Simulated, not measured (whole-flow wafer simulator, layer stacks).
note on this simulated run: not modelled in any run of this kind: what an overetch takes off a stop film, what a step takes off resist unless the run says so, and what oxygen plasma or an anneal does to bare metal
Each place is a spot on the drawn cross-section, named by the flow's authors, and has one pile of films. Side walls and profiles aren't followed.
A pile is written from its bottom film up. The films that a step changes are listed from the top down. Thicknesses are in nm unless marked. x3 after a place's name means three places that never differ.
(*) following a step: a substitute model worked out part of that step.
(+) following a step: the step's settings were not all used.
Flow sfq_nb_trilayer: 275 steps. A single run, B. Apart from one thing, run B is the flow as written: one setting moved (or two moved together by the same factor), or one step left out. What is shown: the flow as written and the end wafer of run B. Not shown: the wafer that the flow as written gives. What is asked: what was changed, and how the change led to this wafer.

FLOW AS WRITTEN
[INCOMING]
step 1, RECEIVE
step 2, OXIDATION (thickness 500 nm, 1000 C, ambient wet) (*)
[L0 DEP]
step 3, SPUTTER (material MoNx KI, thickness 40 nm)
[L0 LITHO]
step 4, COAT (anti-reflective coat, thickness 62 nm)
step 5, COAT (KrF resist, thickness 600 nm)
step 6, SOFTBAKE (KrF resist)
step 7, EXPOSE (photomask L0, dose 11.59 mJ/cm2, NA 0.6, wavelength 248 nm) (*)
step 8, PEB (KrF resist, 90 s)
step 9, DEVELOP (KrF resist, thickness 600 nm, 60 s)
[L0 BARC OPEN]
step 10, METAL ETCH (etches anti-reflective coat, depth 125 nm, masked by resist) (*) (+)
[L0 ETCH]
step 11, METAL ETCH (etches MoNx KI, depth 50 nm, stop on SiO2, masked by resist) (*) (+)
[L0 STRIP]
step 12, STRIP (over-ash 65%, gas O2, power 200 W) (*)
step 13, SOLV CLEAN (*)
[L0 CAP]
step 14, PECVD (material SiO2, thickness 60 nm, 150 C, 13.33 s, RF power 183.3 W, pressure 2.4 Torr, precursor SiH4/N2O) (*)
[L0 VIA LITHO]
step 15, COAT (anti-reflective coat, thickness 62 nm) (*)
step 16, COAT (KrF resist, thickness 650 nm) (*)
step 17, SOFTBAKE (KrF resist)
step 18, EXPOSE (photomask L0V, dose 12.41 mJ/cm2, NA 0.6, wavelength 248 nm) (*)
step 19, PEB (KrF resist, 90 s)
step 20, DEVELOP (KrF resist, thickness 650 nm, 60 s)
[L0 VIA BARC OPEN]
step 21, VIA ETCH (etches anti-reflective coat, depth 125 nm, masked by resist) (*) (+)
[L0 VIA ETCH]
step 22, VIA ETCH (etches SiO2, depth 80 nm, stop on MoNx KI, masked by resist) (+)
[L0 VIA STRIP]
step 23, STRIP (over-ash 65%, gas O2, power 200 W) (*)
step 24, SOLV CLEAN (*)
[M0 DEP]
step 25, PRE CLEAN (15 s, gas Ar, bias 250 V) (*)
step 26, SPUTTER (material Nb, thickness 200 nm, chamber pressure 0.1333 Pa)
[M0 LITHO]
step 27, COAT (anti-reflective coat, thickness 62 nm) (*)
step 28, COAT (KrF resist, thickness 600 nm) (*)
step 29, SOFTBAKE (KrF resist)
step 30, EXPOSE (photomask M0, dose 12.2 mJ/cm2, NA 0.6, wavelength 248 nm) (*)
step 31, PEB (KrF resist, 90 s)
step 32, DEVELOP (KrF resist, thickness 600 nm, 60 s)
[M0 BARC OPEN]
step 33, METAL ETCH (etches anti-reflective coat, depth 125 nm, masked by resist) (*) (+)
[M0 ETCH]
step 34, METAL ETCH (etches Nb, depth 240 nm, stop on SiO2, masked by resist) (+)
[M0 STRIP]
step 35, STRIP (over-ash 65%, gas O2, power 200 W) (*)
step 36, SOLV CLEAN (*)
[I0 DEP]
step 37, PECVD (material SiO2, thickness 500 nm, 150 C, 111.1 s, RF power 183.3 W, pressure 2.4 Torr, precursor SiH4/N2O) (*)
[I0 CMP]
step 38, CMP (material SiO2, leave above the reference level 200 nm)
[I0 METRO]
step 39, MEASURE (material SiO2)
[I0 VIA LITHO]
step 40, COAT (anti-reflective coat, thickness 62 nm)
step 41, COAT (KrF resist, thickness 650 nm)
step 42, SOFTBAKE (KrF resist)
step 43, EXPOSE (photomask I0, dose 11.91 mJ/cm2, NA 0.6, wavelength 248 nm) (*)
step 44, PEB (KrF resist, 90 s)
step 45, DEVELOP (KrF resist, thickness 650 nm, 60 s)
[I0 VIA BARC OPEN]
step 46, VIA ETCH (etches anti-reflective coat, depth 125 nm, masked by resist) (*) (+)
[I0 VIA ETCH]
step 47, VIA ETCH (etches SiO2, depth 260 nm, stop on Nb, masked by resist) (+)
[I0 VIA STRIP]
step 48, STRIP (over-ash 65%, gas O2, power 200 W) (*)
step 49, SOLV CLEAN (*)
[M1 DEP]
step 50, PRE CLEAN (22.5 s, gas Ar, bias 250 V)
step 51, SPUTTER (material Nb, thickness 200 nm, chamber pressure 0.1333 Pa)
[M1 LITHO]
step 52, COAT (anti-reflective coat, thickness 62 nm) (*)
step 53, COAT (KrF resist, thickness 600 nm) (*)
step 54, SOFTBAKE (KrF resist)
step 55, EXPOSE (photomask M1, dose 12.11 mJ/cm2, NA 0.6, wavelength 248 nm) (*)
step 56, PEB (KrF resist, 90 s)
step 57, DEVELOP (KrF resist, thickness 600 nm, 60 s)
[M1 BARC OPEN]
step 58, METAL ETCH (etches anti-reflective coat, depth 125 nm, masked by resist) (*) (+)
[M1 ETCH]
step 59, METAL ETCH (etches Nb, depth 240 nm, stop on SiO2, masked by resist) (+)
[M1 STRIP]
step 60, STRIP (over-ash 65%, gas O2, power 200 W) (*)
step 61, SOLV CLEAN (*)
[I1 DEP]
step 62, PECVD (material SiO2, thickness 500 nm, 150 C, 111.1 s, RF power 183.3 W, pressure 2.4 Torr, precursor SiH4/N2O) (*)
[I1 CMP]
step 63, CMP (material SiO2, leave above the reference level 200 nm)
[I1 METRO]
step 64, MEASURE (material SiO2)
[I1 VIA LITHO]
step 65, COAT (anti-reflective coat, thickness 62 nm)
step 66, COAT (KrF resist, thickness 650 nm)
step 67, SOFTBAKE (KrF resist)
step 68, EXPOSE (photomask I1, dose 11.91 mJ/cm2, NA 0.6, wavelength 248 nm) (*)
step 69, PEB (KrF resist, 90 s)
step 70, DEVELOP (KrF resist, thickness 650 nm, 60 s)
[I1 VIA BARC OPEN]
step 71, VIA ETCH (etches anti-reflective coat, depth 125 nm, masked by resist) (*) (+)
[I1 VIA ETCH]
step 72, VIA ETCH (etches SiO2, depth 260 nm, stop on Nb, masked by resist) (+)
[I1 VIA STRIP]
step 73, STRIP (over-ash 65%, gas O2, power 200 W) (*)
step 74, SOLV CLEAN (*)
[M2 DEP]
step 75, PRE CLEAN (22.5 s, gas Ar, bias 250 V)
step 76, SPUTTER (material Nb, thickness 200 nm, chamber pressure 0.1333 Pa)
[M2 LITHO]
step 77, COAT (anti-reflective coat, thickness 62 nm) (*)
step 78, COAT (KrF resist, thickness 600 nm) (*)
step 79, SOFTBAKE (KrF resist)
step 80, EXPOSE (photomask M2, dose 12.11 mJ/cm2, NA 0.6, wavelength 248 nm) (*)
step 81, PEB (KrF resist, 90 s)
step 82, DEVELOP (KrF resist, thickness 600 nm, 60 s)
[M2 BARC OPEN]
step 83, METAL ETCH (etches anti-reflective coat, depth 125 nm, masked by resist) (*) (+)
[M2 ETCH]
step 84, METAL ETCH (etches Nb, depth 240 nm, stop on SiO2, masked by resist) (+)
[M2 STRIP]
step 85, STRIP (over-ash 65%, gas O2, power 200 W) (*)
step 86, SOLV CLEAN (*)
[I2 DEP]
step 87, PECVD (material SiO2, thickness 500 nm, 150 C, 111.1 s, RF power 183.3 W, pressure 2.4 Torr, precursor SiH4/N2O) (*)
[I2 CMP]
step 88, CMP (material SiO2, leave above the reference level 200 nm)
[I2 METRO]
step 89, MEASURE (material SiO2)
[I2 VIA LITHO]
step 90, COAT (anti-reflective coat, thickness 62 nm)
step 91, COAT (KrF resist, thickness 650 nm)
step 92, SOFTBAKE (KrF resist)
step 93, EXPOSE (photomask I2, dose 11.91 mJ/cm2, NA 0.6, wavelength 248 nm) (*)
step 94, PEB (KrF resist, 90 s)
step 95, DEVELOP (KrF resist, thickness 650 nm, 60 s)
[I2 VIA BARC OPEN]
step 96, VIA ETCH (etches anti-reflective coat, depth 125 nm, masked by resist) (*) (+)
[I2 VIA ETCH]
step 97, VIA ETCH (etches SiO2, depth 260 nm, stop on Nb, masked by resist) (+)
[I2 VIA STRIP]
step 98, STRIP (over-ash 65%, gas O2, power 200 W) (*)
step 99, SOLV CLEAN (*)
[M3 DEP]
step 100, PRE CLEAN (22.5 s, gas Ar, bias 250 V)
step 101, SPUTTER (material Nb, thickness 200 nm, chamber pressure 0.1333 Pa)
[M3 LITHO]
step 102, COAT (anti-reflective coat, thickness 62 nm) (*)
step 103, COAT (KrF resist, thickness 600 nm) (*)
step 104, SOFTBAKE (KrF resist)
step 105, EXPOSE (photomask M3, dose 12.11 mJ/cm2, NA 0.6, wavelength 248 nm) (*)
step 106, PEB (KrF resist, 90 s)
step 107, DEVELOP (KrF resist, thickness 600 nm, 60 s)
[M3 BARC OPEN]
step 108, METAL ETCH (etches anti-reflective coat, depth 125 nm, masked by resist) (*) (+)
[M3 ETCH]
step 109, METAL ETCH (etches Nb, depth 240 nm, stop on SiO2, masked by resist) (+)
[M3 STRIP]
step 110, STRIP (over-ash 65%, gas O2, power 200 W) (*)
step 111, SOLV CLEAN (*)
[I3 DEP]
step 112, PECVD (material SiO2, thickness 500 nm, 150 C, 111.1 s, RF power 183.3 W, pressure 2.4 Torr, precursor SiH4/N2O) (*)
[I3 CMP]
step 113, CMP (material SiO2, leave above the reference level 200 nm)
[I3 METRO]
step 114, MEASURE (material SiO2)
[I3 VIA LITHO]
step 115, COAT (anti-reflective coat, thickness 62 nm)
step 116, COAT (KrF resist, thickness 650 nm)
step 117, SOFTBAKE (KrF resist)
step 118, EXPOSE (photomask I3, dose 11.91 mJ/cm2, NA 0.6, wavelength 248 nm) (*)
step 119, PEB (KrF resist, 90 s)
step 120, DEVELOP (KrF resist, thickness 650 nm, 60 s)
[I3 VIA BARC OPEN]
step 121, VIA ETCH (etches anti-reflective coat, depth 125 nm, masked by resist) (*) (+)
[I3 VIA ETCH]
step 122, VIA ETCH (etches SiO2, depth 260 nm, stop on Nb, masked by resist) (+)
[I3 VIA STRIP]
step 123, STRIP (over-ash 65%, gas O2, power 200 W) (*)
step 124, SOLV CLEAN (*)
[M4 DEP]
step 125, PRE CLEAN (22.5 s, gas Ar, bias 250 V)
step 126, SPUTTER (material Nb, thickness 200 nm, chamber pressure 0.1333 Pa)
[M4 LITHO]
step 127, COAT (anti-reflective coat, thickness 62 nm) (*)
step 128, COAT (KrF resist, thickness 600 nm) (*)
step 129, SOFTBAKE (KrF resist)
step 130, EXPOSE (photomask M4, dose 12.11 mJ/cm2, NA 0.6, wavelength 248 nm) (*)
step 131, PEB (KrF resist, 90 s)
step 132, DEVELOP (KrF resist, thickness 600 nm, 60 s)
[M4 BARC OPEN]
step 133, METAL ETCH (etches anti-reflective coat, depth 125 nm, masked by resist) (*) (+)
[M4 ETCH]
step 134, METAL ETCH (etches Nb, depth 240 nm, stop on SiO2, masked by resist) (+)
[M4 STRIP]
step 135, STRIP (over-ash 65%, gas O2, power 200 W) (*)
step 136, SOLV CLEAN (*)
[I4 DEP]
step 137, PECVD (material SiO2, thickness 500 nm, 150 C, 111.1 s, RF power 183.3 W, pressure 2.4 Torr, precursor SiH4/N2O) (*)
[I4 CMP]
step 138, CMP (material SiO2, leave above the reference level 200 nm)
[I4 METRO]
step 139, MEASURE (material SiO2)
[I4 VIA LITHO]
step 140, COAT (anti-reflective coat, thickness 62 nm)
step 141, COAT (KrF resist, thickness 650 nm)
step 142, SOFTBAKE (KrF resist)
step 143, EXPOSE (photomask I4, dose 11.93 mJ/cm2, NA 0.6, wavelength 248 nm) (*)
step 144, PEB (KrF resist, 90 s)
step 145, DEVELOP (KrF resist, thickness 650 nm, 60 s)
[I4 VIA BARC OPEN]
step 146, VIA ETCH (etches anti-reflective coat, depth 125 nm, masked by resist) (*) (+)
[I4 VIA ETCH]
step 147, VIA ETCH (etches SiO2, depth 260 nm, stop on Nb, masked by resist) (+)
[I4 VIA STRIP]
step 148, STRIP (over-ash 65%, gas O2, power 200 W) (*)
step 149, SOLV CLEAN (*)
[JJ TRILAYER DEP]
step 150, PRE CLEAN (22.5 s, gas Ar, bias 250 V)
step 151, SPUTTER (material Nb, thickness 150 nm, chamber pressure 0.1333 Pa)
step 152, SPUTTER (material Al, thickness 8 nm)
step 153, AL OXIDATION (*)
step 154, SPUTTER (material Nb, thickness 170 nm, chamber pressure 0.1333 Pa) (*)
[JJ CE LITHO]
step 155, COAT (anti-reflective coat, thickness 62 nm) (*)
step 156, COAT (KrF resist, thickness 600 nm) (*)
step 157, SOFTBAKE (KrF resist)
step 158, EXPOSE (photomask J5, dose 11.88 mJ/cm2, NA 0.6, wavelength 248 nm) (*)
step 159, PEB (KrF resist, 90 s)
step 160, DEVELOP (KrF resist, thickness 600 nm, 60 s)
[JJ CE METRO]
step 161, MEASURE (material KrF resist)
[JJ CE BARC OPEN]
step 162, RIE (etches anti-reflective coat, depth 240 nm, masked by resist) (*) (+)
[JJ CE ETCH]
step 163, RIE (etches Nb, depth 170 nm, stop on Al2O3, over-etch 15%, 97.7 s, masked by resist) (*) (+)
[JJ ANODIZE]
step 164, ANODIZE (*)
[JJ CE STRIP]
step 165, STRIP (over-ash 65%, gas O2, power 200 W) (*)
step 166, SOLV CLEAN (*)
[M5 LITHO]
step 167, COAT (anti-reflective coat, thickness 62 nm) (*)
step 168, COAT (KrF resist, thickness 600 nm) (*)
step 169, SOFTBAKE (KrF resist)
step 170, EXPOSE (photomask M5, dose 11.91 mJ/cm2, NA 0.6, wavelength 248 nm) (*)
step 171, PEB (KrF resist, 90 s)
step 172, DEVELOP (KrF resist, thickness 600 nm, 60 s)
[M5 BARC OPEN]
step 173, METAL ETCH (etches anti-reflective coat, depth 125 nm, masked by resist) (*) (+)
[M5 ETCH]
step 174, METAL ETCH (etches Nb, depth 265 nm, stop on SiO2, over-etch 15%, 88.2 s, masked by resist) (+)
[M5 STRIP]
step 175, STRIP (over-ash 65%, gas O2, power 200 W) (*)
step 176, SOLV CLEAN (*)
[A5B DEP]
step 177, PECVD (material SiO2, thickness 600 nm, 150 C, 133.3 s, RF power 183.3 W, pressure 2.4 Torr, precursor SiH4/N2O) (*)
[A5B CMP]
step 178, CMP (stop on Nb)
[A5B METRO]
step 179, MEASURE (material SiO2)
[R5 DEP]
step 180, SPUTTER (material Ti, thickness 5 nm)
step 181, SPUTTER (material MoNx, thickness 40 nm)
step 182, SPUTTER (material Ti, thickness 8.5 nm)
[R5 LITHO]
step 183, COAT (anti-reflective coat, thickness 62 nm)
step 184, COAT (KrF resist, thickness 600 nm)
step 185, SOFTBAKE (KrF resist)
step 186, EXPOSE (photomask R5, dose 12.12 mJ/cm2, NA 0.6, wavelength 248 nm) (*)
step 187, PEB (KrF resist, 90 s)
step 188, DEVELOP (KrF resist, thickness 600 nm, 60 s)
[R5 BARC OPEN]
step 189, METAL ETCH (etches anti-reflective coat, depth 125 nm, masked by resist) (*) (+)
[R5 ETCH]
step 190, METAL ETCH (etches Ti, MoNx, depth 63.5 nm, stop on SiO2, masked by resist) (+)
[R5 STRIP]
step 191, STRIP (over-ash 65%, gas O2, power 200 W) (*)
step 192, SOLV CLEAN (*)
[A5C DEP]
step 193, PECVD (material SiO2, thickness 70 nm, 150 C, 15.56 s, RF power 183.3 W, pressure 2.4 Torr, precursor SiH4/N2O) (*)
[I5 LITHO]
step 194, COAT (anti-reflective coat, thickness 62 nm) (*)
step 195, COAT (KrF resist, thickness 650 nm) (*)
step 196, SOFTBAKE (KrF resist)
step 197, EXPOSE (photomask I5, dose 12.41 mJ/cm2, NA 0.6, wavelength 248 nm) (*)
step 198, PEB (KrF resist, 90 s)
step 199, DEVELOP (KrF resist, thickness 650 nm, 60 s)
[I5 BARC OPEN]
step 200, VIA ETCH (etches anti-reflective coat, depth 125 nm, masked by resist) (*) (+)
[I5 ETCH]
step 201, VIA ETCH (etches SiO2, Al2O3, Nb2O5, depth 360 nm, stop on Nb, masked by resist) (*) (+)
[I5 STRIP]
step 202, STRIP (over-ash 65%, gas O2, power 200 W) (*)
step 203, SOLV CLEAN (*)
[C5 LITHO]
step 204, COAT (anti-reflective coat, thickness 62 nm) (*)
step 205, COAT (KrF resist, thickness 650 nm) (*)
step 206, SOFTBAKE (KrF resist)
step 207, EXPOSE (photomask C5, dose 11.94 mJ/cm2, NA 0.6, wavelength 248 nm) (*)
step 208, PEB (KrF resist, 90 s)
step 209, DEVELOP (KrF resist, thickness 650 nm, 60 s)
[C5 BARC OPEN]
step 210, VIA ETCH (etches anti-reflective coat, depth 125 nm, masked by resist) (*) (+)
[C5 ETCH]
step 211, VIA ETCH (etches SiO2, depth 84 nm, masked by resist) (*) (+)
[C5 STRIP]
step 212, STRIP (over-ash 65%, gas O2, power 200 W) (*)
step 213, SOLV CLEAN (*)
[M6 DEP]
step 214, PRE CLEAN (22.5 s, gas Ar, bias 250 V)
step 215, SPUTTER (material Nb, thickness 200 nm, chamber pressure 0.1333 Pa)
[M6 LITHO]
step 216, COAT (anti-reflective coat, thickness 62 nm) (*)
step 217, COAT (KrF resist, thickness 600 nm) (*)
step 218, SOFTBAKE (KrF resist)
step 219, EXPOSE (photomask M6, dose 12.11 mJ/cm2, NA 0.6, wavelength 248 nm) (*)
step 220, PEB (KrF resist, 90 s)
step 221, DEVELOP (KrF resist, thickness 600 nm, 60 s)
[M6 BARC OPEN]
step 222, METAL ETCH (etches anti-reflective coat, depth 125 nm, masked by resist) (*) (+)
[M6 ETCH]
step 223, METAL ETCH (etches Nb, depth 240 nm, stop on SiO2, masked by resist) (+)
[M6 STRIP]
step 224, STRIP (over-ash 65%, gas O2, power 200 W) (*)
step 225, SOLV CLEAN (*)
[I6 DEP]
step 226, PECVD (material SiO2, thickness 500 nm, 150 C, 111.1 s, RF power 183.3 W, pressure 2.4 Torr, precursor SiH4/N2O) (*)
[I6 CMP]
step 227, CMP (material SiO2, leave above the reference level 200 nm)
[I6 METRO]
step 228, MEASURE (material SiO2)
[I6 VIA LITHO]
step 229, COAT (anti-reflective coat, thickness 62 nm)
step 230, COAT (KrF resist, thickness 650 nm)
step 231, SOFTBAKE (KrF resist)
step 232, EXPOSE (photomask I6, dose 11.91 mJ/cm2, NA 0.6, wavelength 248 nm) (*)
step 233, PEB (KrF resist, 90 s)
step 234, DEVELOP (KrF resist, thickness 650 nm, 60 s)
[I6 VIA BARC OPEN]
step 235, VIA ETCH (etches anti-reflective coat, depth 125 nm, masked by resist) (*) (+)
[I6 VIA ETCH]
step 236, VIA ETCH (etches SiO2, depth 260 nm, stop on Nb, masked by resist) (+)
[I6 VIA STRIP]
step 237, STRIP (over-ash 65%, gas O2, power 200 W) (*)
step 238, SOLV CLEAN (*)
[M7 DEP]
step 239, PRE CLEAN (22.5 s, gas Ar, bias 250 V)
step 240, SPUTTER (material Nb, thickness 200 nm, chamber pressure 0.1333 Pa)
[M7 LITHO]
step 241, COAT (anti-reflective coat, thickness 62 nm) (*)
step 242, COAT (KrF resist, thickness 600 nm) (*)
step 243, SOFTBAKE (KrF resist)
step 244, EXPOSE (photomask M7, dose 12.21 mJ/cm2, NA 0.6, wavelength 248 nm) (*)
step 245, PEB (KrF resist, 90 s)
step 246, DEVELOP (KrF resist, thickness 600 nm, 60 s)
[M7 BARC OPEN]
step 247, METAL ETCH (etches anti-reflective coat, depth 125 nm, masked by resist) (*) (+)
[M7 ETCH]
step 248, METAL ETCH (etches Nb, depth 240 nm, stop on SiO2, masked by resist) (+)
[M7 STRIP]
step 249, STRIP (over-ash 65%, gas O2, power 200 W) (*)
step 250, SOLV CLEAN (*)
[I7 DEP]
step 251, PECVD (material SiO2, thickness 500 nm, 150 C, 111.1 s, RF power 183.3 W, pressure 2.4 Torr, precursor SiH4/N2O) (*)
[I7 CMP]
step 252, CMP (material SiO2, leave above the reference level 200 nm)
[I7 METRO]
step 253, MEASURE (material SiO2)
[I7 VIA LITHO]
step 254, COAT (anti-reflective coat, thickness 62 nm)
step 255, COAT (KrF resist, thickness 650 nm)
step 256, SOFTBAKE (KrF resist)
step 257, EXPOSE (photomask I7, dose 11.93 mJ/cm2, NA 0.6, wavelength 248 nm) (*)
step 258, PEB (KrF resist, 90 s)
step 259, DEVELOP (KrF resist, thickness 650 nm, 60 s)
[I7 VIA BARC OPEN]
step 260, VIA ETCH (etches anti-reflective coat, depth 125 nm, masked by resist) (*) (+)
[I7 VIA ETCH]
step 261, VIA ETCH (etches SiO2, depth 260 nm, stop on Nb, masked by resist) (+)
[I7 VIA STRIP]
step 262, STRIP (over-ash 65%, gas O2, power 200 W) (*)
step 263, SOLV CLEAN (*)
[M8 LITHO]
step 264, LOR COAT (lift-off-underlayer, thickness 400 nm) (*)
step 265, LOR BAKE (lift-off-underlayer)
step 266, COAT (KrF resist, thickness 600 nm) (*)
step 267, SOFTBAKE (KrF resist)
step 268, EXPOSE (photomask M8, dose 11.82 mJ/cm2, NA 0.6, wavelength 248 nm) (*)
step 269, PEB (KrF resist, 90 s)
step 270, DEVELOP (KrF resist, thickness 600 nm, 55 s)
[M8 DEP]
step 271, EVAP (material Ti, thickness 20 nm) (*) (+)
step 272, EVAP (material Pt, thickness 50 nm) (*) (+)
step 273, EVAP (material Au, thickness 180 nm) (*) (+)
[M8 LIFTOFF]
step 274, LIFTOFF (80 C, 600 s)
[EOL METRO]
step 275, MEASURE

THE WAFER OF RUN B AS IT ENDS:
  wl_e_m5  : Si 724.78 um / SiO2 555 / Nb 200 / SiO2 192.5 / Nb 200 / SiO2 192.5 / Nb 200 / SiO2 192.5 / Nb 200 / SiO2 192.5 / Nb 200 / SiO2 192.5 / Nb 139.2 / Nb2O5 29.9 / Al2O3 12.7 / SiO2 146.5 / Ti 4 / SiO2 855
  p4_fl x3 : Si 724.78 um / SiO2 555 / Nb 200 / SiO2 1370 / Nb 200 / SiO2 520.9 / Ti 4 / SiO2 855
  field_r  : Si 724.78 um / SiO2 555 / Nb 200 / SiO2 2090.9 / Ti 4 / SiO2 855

Cause: step 181, SPUTTER: thickness 54 nm was run, while the flow as written has thickness 40 nm.

Step by step, how the change led to this:
  step 181, SPUTTER (material MoNx, thickness 40 nm)
      field_l, v_sur, via_wl and 103 more: +54 MoNx (new film) (as written it would have been: +40 MoNx (new film))
  step 190, METAL ETCH (etches Ti, MoNx, depth 63.5 nm, stop on SiO2, masked by resist) (+)
      field_l, v_sur, via_wl and 92 more: -8.5 Ti (all of it), -54 MoNx (all of it), -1 Ti (as written it would have been: -8.5 Ti (all of it), -40 MoNx (all of it), -5 Ti (all of it))
      ce_l, c5j, ce_r, wl_jj: -8.5 Ti (all of it), -54 MoNx (all of it), -1 Ti (as written it would have been: -8.5 Ti (all of it), -40 MoNx (all of it), -5 Ti (all of it), -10 Nb)
  step 193, PECVD (material SiO2, thickness 70 nm, 150 C, 15.56 s, RF power 183.3 W, pressure 2.4 Torr, precursor SiH4/N2O) (*)
      field_l, v_sur, via_wl and 92 more: +70 SiO2 (new film) (as written it would have been: +70 SiO2)
  step 194, COAT (anti-reflective coat, thickness 62 nm) (*)
      wl_j_sl, wl_j_sr: +62 anti-reflective coat (new film) (as written it would have been: +60.2 anti-reflective coat (new film))
      r5r_spacepad_l, r5r_spacepad_r: +88.7 anti-reflective coat (new film) (as written it would have been: +84.4 anti-reflective coat (new film))
      (and at 12 other places as well)
  step 201, VIA ETCH (etches SiO2, Al2O3, Nb2O5, depth 360 nm, stop on Nb, masked by resist) (*) (+)
      be: -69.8 SiO2 (all of it), -4 Ti (all of it), -146.5 SiO2 (all of it), -12.7 Al2O3 (all of it), -29.9 Nb2O5 (all of it) (as written it would have been: -216.4 SiO2 (all of it), -12.7 Al2O3 (all of it), -29.9 Nb2O5 (all of it))
  step 202, STRIP (over-ash 65%, gas O2, power 200 W) (*)
      wl_j_sl, wl_j_sr: -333 KrF resist (all of it), -62 anti-reflective coat (all of it) (as written it would have been: -333.3 KrF resist (all of it), -60.2 anti-reflective coat (all of it))
      r5r_spacepad_l, r5r_spacepad_r: -335.9 KrF resist (all of it), -88.7 anti-reflective coat (all of it) (as written it would have been: -335.6 KrF resist (all of it), -84.4 anti-reflective coat (all of it))
      (and at 12 other places as well)
  step 204, COAT (anti-reflective coat, thickness 62 nm) (*)
      wl_j_sl, wl_j_sr: +62 anti-reflective coat (new film) (as written it would have been: +60.2 anti-reflective coat (new film))
      r5r_spacepad_l, r5r_spacepad_r: +88.7 anti-reflective coat (new film) (as written it would have been: +84.4 anti-reflective coat (new film))
      (and at 12 other places as well)
  step 210, VIA ETCH (etches anti-reflective coat, depth 125 nm, masked by resist) (*) (+)
      c5j: -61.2 anti-reflective coat (all of it), -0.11 SiO2 (as written it would have been: -63.9 anti-reflective coat (all of it), -0.11 SiO2)
  step 211, VIA ETCH (etches SiO2, depth 84 nm, masked by resist) (*) (+)
      c5j: -69.9 SiO2 (all of it) (as written it would have been: -69.9 SiO2 (all of it), -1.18 Nb)
  step 212, STRIP (over-ash 65%, gas O2, power 200 W) (*)
      wl_j_sl, wl_j_sr: -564 KrF resist (all of it), -62 anti-reflective coat (all of it) (as written it would have been: -563.4 KrF resist (all of it), -60.2 anti-reflective coat (all of it))
      r5r_spacepad_l, r5r_spacepad_r: -566.9 KrF resist (all of it), -88.7 anti-reflective coat (all of it) (as written it would have been: -565.8 KrF resist (all of it), -84.4 anti-reflective coat (all of it))
      (and at 11 other places as well)
  step 214, PRE CLEAN (22.5 s, gas Ar, bias 250 V)
      c5j: -4 Ti (all of it), -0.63 Nb (as written it would have been: -6.45 Nb)
  step 216, COAT (anti-reflective coat, thickness 62 nm) (*)
      r5r_line_l, r5r_line_c, r5r_line_r: +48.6 anti-reflective coat (new film) (as written it would have been: +50 anti-reflective coat (new film))
      wl_j_sl, wl_j_sr: +62 anti-reflective coat (new film) (as written it would have been: +60.2 anti-reflective coat (new film))
      (and at 12 other places as well)
  step 222, METAL ETCH (etches anti-reflective coat, depth 125 nm, masked by resist) (*) (+)
      r5r_line_l, r5r_line_c, r5r_line_r: -48.6 anti-reflective coat (all of it) (as written it would have been: -50 anti-reflective coat (all of it))
      r5r_spacepad_l, r5r_spacepad_r: -90.7 anti-reflective coat (all of it) (as written it would have been: -85.7 anti-reflective coat (all of it))
      (and at 1 other place as well)
  step 224, STRIP (over-ash 65%, gas O2, power 200 W) (*)
      wl_j_sl, wl_j_sr: -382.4 KrF resist (all of it), -62 anti-reflective coat (all of it) (as written it would have been: -382.5 KrF resist (all of it), -60.2 anti-reflective coat (all of it))
      jj_sur: -378.7 KrF resist (all of it), -58.6 anti-reflective coat (all of it) (as written it would have been: -378.5 KrF resist (all of it), -56.1 anti-reflective coat (all of it))
      (and at 8 other places as well)
  step 227, CMP (material SiO2, leave above the reference level 200 nm)
      r5r_line_l, r5r_spacepad_l, r5r_spacepad_r, r5r_line_c, r5r_line_r: -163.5 SiO2 (as written it would have been: -153.5 SiO2)
      ce_l, ce_r, wl_jj: -300 SiO2 (as written it would have been: -290 SiO2)
      (and at 5 other places as well)
If metal films that touch count as one body, wl_e_m5 has 7 bodies (between them, from the top down: SiO2 146.5 / Al2O3 12.7 / Nb2O5 29.9; SiO2 192.5; SiO2 192.5; SiO2 192.5; SiO2 192.5; SiO2 192.5); the flow as written gives 6 bodies (between them, from the top down: SiO2 192.5; SiO2 192.5; SiO2 192.5; SiO2 192.5; SiO2 192.5).
If metal films that touch count as one body, p4_fl x3 has 3 bodies (between them, from the top down: SiO2 520.9; SiO2 1370); the flow as written gives 2 bodies (between them, from the top down: SiO2 1370).
If metal films that touch count as one body, field_r has 2 bodies (between them, from the top down: SiO2 2090.9); the flow as written gives 1 body.
